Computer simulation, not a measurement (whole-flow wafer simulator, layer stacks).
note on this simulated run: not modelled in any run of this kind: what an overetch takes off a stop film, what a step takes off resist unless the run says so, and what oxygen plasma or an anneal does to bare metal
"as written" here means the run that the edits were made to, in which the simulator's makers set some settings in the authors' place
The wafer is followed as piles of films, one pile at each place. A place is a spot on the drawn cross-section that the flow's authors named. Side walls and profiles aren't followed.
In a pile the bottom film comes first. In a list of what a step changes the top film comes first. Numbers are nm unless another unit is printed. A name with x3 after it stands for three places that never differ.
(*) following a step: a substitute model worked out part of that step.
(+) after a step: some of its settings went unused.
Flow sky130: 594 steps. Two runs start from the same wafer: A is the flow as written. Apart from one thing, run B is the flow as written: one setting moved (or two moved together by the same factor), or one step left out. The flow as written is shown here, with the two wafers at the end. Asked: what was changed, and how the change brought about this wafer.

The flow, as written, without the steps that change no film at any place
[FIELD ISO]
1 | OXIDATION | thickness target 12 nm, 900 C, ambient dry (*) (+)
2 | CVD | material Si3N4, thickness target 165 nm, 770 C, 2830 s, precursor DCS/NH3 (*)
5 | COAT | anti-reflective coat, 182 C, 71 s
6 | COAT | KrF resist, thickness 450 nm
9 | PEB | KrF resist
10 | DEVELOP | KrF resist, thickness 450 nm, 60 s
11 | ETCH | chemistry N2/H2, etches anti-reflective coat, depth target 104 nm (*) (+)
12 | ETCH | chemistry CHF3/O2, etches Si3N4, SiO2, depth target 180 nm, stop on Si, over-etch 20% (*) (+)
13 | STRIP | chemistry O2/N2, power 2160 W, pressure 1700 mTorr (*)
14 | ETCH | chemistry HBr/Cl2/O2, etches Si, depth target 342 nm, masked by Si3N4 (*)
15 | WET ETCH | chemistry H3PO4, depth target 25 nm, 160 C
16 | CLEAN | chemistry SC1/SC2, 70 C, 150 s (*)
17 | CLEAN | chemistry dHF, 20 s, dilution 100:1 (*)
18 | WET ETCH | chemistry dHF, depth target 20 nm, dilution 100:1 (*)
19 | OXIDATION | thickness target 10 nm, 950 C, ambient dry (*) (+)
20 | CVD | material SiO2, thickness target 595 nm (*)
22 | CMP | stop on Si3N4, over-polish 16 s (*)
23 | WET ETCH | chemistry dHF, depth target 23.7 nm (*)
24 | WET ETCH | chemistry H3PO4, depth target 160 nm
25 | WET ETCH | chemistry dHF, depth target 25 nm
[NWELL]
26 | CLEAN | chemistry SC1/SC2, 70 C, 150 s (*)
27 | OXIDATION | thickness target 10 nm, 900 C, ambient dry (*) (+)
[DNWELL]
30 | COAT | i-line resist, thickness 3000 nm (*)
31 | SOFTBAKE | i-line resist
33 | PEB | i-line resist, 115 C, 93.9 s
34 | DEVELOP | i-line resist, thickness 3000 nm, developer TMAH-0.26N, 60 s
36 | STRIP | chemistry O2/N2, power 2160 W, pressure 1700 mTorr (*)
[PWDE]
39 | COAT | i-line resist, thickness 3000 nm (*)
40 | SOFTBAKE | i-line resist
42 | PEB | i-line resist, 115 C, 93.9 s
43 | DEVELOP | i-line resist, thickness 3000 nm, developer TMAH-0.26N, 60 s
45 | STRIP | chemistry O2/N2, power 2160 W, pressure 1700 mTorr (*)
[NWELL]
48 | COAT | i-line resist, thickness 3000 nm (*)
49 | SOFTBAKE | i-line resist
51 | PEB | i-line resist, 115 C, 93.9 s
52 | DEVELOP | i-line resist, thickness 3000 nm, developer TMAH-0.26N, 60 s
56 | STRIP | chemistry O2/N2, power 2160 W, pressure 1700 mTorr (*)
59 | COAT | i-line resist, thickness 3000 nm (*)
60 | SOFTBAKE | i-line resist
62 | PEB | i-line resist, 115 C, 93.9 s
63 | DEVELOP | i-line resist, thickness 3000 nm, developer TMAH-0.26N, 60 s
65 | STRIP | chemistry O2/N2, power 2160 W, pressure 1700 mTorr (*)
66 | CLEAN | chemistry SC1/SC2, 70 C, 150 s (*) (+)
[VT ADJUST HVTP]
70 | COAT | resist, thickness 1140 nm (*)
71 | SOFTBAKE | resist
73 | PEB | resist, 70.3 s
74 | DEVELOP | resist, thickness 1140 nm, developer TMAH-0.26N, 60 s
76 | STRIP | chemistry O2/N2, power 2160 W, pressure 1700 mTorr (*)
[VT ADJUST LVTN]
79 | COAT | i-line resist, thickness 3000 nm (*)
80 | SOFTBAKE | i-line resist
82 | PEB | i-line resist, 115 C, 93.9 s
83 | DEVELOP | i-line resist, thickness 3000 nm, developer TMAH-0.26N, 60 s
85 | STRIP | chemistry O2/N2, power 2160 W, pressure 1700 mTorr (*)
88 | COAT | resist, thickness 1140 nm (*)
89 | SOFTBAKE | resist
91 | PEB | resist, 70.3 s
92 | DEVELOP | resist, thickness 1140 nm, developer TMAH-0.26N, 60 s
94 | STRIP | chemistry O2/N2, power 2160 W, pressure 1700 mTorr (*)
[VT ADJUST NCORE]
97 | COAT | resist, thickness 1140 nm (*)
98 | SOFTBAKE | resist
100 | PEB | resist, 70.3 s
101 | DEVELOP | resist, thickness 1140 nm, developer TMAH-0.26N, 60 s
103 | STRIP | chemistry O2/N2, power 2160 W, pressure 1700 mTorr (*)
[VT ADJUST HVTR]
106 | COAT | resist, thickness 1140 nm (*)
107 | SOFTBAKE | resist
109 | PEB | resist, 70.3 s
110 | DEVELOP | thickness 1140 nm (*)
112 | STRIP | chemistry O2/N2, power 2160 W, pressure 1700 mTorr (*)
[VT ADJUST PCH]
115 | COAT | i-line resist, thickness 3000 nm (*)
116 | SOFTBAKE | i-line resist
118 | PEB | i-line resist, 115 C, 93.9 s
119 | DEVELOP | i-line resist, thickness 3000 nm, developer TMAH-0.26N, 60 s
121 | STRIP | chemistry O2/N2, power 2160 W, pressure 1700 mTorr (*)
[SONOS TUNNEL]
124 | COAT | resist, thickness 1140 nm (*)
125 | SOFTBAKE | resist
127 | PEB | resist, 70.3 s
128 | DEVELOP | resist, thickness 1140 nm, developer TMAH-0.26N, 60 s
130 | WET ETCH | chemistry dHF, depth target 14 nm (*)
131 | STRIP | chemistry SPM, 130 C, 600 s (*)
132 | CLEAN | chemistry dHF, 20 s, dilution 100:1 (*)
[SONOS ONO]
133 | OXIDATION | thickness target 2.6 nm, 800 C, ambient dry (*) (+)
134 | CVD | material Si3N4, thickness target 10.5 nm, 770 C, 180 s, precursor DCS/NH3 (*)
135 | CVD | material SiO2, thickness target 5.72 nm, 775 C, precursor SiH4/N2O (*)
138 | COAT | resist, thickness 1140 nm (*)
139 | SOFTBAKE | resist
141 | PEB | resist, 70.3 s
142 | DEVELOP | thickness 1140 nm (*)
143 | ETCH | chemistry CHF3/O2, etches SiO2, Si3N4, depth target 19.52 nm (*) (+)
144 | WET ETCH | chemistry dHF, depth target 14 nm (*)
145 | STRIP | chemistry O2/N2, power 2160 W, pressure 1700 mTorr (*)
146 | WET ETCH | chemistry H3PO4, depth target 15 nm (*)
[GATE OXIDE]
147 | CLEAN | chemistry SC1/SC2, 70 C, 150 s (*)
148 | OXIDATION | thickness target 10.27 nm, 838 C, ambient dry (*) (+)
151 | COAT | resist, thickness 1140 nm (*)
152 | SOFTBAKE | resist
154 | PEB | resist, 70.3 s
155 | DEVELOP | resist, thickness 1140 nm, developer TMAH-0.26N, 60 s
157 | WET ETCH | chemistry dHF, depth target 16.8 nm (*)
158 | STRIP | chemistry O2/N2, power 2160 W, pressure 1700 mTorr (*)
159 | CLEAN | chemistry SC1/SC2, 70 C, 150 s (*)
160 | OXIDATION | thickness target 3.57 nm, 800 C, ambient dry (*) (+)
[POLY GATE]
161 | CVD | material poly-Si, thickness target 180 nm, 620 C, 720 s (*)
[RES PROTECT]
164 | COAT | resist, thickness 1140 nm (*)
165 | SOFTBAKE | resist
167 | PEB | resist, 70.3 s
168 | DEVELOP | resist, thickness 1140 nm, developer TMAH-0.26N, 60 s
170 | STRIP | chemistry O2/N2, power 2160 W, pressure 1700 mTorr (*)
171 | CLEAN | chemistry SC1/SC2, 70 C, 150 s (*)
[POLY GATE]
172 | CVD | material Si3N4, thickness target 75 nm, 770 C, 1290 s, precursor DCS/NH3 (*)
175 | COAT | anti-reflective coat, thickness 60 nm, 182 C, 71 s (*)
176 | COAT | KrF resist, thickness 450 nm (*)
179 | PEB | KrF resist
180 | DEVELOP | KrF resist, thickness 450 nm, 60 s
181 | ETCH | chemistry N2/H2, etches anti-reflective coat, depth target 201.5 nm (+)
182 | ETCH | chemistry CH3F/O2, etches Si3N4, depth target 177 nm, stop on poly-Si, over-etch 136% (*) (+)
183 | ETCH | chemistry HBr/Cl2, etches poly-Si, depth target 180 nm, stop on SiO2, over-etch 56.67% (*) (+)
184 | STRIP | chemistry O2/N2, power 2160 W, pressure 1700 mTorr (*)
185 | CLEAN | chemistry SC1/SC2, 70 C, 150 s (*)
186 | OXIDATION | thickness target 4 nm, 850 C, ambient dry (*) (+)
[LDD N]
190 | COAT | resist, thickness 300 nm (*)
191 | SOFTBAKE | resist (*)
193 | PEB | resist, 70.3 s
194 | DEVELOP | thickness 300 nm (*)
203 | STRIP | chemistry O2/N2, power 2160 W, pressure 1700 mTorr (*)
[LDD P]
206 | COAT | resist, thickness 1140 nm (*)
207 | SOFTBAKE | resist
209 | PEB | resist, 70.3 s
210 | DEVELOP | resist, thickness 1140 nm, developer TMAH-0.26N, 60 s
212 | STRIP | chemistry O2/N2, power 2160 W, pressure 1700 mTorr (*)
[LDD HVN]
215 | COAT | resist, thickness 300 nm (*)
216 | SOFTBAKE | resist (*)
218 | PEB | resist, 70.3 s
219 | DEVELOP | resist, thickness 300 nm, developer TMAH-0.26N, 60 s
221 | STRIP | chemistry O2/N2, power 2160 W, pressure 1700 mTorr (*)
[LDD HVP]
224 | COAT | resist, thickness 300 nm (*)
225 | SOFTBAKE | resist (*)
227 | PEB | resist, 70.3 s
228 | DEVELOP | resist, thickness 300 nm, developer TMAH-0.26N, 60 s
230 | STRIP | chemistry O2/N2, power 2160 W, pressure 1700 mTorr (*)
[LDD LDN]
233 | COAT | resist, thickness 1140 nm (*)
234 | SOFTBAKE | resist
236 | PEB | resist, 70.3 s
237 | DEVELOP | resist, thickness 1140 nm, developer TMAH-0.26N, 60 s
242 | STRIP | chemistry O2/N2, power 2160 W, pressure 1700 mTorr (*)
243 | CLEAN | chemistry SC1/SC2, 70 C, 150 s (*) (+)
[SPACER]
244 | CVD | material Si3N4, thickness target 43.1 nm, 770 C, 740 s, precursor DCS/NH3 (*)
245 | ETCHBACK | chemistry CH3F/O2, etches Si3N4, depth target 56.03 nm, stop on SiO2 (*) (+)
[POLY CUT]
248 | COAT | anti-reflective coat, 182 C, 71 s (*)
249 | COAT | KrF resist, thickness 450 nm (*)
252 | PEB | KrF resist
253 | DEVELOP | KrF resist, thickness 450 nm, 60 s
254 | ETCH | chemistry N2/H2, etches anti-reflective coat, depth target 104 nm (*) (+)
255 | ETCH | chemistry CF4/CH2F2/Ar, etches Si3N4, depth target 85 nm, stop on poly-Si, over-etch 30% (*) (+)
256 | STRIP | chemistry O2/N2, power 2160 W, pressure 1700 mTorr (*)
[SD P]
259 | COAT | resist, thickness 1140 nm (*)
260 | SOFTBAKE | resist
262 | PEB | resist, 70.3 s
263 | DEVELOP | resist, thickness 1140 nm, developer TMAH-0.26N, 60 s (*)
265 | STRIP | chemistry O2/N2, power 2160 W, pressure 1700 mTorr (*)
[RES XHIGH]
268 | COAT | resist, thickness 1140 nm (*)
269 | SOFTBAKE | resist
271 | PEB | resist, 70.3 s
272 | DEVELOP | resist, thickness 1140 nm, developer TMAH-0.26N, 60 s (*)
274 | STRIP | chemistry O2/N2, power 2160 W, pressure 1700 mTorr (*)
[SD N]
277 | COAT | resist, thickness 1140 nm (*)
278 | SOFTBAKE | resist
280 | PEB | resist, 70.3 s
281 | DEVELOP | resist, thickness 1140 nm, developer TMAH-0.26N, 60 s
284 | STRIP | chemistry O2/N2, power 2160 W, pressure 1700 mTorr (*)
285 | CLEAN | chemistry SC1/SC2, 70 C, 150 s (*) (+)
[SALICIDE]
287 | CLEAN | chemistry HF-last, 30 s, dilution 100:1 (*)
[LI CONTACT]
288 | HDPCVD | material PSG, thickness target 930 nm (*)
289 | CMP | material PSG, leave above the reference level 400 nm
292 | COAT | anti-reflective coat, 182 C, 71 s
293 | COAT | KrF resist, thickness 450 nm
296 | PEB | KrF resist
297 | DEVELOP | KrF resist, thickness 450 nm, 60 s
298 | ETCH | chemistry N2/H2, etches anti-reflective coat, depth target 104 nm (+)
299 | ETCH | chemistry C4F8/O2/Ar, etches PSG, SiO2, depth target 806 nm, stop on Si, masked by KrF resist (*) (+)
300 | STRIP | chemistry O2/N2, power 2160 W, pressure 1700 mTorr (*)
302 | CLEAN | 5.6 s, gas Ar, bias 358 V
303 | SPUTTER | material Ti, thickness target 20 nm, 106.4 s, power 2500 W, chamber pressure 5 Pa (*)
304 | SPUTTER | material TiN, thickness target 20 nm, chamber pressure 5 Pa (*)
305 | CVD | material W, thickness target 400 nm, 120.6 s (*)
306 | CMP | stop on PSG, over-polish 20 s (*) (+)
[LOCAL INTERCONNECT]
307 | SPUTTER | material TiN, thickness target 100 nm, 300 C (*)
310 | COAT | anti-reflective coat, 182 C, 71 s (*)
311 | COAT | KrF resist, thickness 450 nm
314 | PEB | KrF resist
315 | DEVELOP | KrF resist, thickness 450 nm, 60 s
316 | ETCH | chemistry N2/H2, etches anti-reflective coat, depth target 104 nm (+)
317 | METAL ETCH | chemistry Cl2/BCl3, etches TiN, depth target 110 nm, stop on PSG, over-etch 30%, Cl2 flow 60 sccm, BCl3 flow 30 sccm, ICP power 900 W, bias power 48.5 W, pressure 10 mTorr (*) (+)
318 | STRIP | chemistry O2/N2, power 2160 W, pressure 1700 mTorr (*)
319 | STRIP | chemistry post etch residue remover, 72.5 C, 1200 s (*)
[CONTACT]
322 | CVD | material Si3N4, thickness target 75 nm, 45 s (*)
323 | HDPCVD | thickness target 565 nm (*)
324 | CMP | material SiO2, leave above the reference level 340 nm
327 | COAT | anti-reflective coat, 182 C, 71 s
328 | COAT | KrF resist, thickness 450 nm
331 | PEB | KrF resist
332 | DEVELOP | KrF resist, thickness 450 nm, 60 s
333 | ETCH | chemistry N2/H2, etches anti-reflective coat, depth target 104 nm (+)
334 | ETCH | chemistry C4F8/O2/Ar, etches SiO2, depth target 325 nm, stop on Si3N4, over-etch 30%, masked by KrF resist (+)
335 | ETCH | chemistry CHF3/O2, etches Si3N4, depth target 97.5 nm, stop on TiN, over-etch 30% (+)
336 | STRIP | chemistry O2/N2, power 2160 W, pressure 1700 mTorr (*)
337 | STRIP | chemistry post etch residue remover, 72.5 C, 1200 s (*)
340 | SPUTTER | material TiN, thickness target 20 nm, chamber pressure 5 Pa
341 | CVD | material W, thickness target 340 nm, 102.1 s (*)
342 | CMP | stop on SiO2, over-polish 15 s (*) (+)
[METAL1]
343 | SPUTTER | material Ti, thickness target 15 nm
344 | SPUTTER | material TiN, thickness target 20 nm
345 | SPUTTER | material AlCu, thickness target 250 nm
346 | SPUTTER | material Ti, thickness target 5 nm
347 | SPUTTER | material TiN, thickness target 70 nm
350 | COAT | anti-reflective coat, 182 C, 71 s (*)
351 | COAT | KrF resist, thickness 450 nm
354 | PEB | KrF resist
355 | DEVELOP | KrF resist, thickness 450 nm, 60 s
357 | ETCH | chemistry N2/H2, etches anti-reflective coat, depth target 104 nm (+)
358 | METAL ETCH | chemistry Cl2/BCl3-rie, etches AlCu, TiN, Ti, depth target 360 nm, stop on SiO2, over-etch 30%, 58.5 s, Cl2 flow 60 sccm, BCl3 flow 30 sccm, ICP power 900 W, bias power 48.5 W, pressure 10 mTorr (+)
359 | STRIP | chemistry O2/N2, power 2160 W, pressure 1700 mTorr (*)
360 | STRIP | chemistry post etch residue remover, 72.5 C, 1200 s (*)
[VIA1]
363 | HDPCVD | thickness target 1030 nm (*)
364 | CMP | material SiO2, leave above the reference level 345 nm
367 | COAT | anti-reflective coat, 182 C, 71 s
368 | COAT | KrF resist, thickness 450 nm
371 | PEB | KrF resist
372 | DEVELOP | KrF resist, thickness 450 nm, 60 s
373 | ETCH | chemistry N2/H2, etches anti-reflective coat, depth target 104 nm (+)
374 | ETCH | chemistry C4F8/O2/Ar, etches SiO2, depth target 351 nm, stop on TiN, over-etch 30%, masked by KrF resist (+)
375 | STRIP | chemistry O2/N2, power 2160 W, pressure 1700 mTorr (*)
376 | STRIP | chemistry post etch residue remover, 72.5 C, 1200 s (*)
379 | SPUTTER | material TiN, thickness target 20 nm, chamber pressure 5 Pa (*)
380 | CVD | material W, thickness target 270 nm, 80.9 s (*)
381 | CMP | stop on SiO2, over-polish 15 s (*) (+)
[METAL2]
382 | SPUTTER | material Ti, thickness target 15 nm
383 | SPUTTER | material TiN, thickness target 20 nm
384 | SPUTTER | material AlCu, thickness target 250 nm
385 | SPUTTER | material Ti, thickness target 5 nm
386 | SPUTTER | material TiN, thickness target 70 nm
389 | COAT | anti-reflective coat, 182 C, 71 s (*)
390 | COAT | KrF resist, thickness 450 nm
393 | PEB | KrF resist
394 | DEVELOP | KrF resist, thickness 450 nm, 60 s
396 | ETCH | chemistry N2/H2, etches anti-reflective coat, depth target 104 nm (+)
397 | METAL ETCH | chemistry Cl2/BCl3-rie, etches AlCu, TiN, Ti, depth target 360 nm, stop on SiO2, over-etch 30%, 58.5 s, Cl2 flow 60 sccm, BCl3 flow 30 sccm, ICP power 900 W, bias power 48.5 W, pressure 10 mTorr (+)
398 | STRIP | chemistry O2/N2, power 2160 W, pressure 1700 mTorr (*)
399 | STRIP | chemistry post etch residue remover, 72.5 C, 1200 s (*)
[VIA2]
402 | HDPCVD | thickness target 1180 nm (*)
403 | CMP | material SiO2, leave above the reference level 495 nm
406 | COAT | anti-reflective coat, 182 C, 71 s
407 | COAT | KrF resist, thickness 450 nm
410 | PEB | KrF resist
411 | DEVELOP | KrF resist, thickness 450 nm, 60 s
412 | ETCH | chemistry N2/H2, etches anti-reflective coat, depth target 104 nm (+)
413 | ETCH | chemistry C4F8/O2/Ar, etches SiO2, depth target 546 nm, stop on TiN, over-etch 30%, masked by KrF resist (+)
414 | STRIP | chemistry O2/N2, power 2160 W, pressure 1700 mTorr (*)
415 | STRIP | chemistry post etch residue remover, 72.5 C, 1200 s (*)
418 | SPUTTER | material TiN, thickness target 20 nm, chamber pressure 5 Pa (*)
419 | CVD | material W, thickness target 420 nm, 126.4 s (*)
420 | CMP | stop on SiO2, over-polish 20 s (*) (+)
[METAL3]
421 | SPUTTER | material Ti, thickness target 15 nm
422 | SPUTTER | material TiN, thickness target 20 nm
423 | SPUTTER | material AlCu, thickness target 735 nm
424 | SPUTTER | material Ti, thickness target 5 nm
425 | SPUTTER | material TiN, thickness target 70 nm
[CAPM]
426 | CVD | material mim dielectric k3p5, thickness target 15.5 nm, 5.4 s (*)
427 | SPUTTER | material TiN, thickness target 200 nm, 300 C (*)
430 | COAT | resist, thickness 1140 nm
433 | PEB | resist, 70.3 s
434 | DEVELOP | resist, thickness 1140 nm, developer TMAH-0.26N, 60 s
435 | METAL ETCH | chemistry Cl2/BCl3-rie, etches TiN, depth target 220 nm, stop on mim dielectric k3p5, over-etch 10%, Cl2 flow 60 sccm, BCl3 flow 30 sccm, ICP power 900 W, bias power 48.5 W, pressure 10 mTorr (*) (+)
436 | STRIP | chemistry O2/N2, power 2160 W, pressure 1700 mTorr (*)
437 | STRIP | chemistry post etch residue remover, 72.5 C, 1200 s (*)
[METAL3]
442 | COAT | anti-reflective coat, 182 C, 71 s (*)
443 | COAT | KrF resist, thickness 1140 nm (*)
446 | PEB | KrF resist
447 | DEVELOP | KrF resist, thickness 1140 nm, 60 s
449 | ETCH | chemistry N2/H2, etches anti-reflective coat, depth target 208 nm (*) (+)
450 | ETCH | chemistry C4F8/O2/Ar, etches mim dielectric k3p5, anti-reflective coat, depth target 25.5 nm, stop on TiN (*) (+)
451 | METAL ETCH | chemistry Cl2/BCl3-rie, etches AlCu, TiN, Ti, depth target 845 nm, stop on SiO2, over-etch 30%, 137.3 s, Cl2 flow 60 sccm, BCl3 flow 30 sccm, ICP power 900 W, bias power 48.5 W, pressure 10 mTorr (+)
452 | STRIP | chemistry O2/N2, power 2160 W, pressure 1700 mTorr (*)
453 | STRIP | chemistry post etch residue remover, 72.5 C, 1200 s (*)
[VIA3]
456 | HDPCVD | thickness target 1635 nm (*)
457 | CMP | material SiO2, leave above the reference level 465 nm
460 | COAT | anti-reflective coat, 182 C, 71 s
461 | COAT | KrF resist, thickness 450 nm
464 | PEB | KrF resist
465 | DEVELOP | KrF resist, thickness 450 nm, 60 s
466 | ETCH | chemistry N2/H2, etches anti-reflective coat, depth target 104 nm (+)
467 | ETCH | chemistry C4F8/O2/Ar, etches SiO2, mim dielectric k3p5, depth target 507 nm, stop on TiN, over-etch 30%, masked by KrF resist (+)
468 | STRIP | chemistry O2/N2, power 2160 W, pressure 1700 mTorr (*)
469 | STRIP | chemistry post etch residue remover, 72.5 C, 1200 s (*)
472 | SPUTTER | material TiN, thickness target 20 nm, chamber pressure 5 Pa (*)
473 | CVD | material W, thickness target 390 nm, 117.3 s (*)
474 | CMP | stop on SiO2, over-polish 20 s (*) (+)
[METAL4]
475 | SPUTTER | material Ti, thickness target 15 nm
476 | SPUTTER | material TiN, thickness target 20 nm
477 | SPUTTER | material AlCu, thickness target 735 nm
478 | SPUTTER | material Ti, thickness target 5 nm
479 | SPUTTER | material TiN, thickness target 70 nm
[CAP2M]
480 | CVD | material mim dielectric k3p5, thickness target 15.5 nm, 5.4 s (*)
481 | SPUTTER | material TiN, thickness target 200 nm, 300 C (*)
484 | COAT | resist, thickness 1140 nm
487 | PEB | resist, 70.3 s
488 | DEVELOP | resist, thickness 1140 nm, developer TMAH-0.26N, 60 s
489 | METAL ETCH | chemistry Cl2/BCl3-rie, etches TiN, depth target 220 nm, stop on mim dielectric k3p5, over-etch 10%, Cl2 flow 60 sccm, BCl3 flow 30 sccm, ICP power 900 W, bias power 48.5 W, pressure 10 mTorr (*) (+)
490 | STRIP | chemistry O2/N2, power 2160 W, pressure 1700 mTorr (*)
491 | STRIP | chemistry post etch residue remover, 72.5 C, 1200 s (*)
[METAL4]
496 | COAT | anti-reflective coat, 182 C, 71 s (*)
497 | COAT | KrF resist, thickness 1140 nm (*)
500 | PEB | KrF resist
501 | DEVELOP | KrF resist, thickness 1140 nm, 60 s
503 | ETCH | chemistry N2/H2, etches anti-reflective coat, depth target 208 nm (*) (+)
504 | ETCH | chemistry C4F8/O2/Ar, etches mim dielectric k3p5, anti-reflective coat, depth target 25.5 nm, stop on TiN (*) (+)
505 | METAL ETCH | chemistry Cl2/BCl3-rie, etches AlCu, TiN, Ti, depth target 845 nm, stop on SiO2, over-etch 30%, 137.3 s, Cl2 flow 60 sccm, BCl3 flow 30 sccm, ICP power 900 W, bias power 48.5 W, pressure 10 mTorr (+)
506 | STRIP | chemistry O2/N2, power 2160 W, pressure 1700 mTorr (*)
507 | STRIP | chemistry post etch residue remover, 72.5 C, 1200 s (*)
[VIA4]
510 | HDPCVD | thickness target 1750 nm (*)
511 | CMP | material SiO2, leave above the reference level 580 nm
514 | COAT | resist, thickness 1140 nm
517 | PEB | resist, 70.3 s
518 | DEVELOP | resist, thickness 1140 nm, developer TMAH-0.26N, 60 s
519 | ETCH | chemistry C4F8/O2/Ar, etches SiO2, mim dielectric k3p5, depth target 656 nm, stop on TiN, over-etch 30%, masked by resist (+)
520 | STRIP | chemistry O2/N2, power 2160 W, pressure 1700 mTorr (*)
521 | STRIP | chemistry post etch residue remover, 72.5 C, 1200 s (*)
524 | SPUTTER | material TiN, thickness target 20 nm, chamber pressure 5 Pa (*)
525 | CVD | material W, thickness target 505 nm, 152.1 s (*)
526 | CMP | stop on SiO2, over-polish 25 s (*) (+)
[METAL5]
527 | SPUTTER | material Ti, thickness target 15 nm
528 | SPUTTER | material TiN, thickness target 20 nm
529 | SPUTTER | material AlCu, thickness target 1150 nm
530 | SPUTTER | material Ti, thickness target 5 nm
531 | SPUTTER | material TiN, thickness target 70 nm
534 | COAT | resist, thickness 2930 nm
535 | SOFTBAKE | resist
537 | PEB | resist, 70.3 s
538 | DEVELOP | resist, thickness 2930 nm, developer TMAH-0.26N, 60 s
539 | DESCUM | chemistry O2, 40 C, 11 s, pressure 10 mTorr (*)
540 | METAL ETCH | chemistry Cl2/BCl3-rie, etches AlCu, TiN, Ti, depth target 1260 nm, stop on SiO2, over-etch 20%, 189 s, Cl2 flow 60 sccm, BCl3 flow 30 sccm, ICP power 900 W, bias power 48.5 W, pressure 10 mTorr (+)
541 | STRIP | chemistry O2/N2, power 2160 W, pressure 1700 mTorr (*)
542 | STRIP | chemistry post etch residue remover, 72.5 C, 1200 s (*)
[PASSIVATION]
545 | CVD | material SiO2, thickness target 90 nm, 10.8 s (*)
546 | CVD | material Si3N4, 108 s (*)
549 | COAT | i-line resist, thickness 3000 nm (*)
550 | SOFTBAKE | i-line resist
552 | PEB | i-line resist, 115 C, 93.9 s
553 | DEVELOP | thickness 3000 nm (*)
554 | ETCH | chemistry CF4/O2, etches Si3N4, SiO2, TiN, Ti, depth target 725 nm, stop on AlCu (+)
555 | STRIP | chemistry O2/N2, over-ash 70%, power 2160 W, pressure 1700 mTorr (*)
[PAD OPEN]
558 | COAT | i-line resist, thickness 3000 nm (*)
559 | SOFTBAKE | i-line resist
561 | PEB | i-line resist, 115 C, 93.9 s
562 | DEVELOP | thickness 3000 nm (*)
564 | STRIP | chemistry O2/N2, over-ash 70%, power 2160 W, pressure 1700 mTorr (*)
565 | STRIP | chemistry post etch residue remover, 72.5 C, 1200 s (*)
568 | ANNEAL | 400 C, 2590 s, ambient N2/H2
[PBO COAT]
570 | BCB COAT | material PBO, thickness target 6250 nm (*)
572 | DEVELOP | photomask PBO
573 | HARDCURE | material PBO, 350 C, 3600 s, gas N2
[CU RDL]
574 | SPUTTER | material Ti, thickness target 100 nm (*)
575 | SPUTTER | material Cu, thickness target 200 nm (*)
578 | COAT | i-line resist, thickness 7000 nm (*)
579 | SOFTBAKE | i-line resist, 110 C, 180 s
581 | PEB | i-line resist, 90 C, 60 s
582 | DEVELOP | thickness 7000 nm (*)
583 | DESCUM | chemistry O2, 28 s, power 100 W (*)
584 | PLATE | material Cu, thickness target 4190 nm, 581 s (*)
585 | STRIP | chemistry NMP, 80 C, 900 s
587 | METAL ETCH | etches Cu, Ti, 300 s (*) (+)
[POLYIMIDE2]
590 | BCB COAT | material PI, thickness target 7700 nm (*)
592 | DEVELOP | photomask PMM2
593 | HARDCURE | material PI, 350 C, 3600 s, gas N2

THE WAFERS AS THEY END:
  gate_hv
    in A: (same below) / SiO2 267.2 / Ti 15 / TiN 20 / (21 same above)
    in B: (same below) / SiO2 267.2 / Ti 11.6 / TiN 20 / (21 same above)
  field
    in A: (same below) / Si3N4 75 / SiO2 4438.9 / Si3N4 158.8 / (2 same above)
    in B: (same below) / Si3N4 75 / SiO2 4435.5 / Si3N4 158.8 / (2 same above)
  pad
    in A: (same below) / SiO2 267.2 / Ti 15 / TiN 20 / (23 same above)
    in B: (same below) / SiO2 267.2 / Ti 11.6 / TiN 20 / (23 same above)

Cause: step 382, SPUTTER: thickness target 11.6 nm was run, while the flow as written has thickness target 15 nm.
The wafer itself shows it: gate_hv has Ti 11.6, and step 382 as written asks for 15 nm.

The path from the change to this, step by step:
  382 | SPUTTER | material Ti, thickness target 15 nm
      field, active, n_well and 188 more: A Ti gains 15 (new film) | B Ti gains 11.6 (new film)
  397 | METAL ETCH | chemistry Cl2/BCl3-rie, etches AlCu, TiN, Ti, depth target 360 nm, stop on SiO2, over-etch 30%, 58.5 s, Cl2 flow 60 sccm, BCl3 flow 30 sccm, ICP power 900 W, bias power 48.5 W, pressure 10 mTorr (+)
      field, active, gate and 82 more: A TiN loses 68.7 (all of it), Ti loses 5 (all of it), AlCu loses 250 (all of it), TiN loses 20 (all of it), Ti loses 15 (all of it), SiO2 loses 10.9 | B TiN loses 68.7 (all of it), Ti loses 5 (all of it), AlCu loses 250 (all of it), TiN loses 20 (all of it), Ti loses 11.6 (all of it), SiO2 loses 11.3
